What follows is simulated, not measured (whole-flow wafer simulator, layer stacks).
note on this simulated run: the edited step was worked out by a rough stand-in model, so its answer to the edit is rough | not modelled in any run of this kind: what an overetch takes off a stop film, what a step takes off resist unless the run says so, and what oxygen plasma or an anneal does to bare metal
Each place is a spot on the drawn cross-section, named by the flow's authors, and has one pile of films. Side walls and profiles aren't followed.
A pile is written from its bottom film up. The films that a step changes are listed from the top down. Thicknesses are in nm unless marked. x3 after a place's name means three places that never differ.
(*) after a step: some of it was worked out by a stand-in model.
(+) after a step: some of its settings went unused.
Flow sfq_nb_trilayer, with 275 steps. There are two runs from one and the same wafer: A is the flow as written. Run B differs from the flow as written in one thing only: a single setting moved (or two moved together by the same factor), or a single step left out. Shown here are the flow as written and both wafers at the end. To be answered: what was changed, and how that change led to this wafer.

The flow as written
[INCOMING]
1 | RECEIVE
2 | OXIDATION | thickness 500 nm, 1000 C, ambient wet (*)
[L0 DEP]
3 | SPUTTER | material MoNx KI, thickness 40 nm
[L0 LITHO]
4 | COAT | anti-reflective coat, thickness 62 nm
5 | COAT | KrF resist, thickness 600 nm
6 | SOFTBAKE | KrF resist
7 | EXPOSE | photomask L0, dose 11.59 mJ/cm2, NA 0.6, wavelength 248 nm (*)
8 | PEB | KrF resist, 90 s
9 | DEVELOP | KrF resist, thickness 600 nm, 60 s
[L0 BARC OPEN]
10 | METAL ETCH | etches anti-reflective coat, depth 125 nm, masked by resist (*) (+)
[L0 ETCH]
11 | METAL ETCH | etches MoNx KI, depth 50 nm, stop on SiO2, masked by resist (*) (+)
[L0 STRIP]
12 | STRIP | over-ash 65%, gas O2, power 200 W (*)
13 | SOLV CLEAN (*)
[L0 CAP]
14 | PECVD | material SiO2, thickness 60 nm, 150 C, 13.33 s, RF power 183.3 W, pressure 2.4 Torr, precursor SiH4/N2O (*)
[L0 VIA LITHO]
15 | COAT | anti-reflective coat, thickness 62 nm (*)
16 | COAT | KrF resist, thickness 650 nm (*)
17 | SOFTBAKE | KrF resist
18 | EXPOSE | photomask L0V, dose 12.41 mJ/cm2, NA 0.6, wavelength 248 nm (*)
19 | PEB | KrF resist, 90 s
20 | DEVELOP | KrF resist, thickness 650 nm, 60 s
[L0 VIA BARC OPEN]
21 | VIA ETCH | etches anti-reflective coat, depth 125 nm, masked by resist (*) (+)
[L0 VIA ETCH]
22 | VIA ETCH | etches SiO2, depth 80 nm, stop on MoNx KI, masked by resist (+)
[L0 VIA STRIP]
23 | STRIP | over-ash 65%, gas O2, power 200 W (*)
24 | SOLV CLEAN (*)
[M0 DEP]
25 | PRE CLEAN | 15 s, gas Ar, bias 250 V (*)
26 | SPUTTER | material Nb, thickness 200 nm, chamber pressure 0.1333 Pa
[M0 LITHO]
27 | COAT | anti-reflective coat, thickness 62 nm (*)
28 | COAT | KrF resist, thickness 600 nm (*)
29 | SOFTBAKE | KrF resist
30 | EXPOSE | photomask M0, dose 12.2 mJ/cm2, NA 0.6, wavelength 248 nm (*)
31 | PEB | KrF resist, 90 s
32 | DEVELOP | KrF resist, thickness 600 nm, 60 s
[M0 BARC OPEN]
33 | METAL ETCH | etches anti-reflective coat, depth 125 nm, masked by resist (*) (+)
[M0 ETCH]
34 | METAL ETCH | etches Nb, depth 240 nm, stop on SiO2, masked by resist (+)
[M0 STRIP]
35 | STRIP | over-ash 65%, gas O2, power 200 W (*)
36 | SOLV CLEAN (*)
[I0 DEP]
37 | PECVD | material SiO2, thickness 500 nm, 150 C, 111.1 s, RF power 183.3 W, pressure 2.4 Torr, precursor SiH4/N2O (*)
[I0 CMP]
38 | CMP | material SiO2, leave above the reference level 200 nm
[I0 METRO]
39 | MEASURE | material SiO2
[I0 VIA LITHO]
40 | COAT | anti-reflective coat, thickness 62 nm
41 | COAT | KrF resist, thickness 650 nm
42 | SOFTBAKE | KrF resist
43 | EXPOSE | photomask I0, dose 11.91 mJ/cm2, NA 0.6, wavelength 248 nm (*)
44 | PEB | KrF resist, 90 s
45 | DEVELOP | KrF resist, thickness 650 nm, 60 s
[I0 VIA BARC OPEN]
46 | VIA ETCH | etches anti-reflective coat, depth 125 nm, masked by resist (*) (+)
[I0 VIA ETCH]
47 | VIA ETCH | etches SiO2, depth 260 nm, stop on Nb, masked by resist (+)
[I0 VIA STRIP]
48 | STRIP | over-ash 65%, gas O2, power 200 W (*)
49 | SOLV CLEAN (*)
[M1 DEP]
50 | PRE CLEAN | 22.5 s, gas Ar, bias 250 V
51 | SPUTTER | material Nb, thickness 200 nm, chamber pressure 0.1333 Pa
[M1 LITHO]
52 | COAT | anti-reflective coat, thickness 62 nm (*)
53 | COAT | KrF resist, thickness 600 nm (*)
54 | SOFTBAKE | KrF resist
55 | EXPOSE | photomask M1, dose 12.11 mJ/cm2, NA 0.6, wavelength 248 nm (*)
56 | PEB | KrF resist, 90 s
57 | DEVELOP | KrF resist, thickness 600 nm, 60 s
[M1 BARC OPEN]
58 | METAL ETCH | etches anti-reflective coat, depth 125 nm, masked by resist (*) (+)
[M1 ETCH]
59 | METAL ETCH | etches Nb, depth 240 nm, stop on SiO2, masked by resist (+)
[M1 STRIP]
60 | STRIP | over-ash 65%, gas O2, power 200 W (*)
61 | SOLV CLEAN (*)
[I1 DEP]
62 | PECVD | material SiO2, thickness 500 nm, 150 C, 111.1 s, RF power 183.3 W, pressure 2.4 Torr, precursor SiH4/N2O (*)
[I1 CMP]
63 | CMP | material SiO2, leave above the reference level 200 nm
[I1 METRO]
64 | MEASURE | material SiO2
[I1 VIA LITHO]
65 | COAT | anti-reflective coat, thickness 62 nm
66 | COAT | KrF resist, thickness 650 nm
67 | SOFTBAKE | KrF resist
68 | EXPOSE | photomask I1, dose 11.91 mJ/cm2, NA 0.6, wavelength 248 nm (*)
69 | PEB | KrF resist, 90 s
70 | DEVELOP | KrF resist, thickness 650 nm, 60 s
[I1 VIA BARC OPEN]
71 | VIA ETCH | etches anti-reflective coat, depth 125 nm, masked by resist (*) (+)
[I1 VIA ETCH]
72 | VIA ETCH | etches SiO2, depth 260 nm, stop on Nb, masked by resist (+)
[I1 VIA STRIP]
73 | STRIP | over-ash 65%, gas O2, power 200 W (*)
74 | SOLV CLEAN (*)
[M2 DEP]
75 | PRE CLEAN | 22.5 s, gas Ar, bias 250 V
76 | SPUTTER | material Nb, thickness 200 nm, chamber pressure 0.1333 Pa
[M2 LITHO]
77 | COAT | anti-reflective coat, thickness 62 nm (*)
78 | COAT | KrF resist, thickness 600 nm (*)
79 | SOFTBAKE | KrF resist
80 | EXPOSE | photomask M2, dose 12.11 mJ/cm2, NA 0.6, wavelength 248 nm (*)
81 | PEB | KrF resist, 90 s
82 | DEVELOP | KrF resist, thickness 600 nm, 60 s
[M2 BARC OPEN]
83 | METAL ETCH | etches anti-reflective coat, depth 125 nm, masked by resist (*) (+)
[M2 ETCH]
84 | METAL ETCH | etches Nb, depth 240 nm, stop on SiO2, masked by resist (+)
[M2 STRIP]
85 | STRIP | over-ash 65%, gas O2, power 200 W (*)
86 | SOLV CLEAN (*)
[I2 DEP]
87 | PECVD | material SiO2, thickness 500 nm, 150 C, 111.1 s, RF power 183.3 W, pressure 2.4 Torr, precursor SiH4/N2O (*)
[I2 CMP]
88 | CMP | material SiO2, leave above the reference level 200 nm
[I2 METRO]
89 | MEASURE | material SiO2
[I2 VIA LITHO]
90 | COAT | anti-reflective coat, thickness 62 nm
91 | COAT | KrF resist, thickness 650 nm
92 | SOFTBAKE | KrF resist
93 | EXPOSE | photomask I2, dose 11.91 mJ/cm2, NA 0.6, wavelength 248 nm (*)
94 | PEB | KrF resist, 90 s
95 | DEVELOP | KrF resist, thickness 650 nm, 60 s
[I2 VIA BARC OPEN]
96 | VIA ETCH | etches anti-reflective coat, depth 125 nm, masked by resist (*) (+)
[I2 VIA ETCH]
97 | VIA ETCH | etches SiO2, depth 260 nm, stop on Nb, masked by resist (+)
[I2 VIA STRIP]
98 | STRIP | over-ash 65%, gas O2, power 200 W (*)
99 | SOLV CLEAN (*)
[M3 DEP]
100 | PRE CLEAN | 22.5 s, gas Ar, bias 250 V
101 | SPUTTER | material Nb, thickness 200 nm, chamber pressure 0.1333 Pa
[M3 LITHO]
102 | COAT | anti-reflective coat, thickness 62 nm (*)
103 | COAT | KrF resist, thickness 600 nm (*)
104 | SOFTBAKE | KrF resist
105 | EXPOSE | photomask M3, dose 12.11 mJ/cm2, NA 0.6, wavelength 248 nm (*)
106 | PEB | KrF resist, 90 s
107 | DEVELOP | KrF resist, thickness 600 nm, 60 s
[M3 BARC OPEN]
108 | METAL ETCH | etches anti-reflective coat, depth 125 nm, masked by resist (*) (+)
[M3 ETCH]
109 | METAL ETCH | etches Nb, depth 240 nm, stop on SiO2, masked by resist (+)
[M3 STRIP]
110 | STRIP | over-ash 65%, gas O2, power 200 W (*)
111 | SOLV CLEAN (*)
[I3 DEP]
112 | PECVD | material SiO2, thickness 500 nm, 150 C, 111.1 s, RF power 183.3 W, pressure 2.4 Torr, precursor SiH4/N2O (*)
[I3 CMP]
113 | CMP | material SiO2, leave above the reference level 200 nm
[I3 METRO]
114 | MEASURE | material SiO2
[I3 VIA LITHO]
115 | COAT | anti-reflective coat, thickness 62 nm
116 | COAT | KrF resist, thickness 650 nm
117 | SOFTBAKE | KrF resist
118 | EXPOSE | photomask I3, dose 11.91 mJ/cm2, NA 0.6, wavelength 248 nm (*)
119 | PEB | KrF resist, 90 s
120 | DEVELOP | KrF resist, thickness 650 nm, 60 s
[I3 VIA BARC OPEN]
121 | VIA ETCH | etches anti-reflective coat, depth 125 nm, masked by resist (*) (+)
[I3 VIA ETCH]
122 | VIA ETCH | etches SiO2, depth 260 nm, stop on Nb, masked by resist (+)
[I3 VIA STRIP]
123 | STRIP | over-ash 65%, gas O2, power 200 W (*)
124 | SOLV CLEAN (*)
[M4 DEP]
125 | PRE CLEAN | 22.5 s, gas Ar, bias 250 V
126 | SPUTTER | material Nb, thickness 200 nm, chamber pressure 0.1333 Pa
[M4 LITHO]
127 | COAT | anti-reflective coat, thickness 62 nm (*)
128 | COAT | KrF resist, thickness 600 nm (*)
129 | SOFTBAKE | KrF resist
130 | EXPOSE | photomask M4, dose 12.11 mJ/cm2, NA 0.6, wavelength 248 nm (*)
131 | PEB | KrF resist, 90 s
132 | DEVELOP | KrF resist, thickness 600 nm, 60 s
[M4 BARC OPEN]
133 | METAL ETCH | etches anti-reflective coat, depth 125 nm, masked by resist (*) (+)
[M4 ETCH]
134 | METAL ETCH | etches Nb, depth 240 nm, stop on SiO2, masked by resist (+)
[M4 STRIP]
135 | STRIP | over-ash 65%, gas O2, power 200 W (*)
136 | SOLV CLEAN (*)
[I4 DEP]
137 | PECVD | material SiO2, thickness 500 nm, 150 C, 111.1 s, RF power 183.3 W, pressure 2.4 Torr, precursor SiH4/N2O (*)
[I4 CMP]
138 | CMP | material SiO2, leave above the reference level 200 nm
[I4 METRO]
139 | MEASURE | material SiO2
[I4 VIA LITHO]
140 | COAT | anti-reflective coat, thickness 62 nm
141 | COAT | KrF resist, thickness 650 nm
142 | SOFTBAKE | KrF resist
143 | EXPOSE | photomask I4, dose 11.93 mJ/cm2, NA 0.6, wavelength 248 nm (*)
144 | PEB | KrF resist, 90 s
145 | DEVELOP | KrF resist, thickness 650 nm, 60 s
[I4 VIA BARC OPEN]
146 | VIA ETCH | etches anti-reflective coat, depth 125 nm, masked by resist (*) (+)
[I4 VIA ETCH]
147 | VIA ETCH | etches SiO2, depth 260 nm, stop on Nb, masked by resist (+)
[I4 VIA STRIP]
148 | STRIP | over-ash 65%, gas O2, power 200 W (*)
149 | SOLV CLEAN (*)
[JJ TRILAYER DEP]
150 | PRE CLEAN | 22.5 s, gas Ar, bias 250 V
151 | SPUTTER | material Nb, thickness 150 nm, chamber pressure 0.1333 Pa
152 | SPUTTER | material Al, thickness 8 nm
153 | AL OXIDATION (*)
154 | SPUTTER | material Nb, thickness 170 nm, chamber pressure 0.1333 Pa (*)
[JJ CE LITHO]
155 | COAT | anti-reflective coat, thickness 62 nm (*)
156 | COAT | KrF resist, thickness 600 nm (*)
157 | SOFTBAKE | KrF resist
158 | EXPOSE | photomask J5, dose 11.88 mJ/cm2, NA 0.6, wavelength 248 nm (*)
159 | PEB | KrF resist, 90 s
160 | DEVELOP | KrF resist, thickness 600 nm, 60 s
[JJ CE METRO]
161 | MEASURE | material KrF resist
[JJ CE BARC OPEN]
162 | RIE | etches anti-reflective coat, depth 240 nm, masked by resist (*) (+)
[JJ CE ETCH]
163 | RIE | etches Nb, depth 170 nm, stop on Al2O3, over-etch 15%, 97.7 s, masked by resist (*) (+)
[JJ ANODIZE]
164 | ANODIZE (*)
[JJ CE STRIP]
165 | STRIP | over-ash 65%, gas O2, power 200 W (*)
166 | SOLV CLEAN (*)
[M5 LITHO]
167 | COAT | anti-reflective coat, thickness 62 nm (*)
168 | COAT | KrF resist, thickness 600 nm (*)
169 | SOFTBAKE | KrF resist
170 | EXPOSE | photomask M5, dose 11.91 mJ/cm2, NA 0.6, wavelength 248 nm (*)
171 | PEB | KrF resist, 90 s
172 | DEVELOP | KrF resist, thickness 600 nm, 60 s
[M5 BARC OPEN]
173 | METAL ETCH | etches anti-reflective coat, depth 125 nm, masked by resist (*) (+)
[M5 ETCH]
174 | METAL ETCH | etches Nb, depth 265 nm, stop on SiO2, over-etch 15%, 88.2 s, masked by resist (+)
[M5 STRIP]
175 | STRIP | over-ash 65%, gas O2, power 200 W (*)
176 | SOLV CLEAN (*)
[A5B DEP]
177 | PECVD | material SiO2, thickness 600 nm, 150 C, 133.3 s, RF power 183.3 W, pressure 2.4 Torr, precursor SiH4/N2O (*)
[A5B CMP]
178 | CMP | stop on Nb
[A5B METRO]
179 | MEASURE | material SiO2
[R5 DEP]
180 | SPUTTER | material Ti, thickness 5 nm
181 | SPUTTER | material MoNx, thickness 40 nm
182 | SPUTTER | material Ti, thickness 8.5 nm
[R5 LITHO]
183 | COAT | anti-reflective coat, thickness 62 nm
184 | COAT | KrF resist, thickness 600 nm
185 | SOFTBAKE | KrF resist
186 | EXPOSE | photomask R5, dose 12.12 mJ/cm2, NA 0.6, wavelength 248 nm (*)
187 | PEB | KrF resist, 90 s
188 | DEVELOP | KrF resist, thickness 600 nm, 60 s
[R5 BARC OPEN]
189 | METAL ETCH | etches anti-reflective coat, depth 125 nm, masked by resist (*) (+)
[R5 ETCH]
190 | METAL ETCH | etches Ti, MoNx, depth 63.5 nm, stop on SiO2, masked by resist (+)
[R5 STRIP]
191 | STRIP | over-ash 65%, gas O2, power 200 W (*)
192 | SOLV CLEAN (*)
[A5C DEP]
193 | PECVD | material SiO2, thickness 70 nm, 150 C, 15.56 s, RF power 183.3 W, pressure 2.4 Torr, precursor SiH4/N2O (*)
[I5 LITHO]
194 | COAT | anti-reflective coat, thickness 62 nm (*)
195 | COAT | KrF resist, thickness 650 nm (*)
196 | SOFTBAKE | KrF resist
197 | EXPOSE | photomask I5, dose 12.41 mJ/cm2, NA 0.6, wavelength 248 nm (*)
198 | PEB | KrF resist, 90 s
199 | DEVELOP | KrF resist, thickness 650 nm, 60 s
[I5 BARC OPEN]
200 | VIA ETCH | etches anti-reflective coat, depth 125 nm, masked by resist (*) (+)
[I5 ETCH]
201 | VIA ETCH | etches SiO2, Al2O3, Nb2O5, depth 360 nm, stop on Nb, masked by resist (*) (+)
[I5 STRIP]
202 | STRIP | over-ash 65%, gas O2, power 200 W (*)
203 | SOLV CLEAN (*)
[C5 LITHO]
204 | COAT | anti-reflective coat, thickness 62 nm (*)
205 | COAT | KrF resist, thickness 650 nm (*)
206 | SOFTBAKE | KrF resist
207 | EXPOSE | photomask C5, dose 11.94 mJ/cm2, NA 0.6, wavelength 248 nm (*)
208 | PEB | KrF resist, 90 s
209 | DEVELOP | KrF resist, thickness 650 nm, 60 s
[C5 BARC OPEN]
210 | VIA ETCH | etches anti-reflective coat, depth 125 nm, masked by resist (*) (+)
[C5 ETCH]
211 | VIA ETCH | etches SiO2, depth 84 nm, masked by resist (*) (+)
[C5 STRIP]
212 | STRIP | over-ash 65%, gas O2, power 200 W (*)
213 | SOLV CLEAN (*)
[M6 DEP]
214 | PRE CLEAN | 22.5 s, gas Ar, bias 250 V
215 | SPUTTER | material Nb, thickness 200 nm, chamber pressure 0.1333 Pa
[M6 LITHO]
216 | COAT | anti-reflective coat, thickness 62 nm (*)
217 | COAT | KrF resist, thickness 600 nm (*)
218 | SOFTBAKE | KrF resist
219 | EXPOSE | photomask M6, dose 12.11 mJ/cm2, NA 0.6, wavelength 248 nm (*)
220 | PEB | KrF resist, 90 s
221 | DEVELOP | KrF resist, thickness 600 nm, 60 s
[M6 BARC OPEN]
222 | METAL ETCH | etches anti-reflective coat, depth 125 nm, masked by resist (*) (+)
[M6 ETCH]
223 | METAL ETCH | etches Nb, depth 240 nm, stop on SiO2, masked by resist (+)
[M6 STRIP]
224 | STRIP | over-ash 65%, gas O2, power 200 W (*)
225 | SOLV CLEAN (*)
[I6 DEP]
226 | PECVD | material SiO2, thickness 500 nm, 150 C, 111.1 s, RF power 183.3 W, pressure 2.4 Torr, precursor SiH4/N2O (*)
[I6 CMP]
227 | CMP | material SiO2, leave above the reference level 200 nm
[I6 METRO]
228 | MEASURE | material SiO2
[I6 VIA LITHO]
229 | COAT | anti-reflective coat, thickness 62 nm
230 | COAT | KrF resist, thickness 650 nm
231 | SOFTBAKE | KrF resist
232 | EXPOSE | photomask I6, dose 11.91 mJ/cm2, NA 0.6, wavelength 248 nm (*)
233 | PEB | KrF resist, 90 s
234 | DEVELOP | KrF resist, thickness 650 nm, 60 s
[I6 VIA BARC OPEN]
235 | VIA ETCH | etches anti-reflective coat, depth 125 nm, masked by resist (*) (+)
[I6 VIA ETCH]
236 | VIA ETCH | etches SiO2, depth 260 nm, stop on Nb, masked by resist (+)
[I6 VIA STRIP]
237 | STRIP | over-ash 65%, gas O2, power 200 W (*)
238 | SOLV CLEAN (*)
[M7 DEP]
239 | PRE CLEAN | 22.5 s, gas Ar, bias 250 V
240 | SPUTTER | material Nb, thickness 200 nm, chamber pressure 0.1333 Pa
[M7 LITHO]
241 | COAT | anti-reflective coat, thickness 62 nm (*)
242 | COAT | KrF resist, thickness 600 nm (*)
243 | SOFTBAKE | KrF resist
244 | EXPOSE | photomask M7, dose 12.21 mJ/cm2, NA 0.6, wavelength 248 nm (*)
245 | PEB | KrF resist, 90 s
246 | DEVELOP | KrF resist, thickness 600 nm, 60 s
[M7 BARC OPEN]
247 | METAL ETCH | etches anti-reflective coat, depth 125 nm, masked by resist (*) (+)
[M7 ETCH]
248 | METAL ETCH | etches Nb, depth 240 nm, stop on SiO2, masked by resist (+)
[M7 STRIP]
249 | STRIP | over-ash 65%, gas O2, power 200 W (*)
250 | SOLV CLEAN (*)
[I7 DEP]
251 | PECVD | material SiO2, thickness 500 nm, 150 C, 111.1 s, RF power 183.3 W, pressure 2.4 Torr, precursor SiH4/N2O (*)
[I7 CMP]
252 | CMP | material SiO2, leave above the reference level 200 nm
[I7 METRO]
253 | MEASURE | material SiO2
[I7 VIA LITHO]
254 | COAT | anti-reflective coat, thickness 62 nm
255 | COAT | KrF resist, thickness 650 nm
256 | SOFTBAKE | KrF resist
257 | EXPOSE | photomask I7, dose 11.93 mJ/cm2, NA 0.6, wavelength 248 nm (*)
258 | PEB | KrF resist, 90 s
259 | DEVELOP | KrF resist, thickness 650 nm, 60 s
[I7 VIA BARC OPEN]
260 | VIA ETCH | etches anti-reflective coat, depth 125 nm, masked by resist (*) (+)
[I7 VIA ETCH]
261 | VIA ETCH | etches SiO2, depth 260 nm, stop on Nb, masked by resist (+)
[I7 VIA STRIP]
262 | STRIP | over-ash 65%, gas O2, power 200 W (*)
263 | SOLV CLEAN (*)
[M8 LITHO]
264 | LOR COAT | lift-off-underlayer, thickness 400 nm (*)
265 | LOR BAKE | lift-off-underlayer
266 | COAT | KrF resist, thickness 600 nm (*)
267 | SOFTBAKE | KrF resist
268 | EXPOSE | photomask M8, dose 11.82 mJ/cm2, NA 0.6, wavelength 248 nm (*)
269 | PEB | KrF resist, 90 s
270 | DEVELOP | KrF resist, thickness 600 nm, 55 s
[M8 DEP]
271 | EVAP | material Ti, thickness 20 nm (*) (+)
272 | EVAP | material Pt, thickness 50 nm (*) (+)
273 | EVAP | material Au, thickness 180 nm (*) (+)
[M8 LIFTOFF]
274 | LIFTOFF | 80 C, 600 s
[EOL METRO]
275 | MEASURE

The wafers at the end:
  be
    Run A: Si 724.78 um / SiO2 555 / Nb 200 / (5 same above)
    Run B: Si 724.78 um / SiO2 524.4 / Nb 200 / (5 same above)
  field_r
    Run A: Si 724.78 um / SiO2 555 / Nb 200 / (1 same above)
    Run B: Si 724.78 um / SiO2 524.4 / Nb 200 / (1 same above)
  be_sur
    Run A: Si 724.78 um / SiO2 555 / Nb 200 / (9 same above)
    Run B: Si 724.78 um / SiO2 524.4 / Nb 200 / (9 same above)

What caused this: step 14, PECVD: thickness 29.4 nm was run, while the flow as written has thickness 60 nm; step 14, PECVD: 6.533 s was run, where the flow has 13.33 s.

The path from the change to this, step by step:
  14 | PECVD | material SiO2, thickness 60 nm, 150 C, 13.33 s, RF power 183.3 W, pressure 2.4 Torr, precursor SiH4/N2O (*)
      v_sur, via_wl, via_w and 97 more: A SiO2 gains 60 | B SiO2 gains 29.4
      field_l, l0_sur, l0v, l0r_line_l, l0r_line_c, l0r_line_r: A SiO2 gains 60 (new film) | B SiO2 gains 29.4 (new film)
  22 | VIA ETCH | etches SiO2, depth 80 nm, stop on MoNx KI, masked by resist (+)
      field_l, v_sur, via_wl and 102 more: A KrF resist loses 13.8 | B KrF resist loses 7.56
      l0v: A SiO2 loses 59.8 (all of it) | B SiO2 loses 29.2 (all of it)
  26 | SPUTTER | material Nb, thickness 200 nm, chamber pressure 0.1333 Pa
      l0v: A Nb gains 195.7 (new film) | B Nb gains 200 (new film)
  27 | COAT | anti-reflective coat, thickness 62 nm (*)
      l0_sur: A anti-reflective coat gains 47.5 (new film) | B anti-reflective coat gains 50.7 (new film)
      l0v: A anti-reflective coat gains 78 (new film) | B anti-reflective coat gains 68.5 (new film)
  28 | COAT | KrF resist, thickness 600 nm (*)
      l0v: A KrF resist gains 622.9 (new film) | B KrF resist gains 604.5 (new film)
  35 | STRIP | over-ash 65%, gas O2, power 200 W (*)
      l0_sur: A KrF resist loses 372 (all of it), anti-reflective coat loses 47.5 (all of it) | B KrF resist loses 373.9 (all of it), anti-reflective coat loses 50.7 (all of it)
      l0v: A KrF resist loses 405.3 (all of it), anti-reflective coat loses 78 (all of it) | B KrF resist loses 386.9 (all of it), anti-reflective coat loses 68.5 (all of it)
  38 | CMP | material SiO2, leave above the reference level 200 nm
      l0v: A SiO2 loses 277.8 | B SiO2 loses 312.7
